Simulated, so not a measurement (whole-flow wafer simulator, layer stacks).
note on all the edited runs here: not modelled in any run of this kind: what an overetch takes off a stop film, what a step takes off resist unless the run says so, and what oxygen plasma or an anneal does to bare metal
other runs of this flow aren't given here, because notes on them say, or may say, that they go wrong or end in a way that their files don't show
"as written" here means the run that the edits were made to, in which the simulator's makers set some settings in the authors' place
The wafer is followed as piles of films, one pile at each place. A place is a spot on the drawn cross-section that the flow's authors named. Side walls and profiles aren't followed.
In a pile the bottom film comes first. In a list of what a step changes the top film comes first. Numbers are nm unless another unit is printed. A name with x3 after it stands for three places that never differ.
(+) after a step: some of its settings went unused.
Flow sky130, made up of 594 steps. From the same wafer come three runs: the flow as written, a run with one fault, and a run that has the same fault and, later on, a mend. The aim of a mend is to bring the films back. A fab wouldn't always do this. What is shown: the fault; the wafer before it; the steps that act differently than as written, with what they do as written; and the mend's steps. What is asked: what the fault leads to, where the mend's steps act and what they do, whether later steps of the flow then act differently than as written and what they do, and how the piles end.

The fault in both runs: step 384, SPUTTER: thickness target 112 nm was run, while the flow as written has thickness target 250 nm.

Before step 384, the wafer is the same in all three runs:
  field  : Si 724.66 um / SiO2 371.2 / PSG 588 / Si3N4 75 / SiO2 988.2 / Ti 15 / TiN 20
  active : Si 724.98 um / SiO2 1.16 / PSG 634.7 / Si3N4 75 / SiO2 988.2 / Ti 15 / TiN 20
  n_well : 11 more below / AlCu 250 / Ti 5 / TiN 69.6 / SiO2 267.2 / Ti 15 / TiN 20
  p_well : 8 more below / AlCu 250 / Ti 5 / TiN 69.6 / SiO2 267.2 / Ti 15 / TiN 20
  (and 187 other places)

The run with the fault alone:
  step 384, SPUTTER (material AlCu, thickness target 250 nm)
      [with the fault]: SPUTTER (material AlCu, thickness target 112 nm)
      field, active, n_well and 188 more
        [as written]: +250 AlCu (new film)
        [with the fault]: +112 AlCu (new film)
  Later steps of the flow acting differently than as written (4 more steps, not shown, differ only slightly: by at most 2% or 0.5 nm, whichever is larger):
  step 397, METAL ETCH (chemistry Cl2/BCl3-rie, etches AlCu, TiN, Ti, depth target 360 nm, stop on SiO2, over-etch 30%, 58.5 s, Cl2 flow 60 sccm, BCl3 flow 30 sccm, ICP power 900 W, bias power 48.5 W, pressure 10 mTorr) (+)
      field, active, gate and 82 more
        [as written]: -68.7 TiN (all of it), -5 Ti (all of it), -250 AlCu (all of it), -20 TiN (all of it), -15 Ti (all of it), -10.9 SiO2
        [with the fault]: -68.7 TiN (all of it), -5 Ti (all of it), -112 AlCu (all of it), -20 TiN (all of it), -15 Ti (all of it), -24.7 SiO2
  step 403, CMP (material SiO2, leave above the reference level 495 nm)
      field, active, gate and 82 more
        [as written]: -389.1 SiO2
        [with the fault]: -513.3 SiO2
  By the end, the piles at field, active, n_well and 190 more depart from the flow's by more than 2% or 0.5 nm, whichever is larger.
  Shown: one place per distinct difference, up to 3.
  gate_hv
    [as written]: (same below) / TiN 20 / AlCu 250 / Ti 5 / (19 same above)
    [with the fault]: (same below) / TiN 20 / AlCu 112 / Ti 5 / (19 same above)
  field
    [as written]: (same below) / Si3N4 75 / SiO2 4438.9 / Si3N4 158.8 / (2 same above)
    [with the fault]: (same below) / Si3N4 75 / SiO2 4300.9 / Si3N4 158.8 / (2 same above)
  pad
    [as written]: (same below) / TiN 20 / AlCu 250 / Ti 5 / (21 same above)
    [with the fault]: (same below) / TiN 20 / AlCu 112 / Ti 5 / (21 same above)

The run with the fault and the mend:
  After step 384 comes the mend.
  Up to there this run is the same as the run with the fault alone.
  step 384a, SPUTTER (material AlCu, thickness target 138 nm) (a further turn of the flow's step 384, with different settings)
      field, active, n_well and 188 more
        +138 AlCu
  None of the later steps of the flow acts differently than as written at any place that is followed.
  At every place that both follow, the piles at the end match the flow's.
